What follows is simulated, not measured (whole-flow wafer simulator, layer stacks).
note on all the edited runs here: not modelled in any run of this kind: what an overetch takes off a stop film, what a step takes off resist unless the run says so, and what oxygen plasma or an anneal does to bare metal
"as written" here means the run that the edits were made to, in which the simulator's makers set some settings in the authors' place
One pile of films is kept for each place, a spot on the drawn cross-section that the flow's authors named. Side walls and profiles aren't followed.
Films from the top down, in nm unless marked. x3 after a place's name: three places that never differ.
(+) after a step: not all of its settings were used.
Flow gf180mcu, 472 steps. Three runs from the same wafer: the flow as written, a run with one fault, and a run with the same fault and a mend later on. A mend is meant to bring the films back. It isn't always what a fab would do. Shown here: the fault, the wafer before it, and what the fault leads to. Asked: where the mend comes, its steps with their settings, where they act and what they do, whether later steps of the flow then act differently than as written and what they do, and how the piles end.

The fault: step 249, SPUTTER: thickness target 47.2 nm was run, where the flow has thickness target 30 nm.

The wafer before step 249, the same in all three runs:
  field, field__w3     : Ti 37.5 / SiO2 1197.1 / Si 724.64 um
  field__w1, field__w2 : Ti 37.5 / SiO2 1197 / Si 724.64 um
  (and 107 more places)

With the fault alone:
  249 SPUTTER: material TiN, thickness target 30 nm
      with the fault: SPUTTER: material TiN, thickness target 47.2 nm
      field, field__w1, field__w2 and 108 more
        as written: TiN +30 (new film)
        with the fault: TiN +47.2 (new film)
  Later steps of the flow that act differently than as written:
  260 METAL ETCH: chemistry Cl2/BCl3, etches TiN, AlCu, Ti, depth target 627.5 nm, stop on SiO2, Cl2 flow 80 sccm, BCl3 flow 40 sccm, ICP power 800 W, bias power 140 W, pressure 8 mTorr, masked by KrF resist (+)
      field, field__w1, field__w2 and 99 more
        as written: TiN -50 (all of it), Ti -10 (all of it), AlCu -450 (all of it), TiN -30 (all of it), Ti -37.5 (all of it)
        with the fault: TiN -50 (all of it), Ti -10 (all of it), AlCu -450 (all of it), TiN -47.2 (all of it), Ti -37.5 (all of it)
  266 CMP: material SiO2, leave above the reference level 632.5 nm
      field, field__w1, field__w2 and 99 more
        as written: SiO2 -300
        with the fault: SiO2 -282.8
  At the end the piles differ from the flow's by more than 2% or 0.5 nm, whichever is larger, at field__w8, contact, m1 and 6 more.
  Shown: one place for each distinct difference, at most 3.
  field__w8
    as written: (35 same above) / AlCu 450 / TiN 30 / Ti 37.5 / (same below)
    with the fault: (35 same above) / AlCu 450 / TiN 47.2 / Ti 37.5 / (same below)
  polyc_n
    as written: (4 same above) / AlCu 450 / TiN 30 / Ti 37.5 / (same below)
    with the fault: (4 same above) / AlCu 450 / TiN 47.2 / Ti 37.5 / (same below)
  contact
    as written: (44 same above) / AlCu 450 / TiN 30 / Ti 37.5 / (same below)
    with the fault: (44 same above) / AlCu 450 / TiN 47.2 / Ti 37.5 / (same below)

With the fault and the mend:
  The mend comes after step 249.
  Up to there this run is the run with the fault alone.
  249a METAL ETCH: chemistry Cl2/BCl3, etches TiN, AlCu, Ti, depth target 17.2 nm, Cl2 flow 80 sccm, BCl3 flow 40 sccm, ICP power 800 W, bias power 140 W, pressure 8 mTorr
      field, field__w1, field__w2 and 108 more
        TiN -17.2
  No later step of the flow acts differently than as written at any place that is followed.
  At the end the piles are the same as the flow's at every place that both follow.
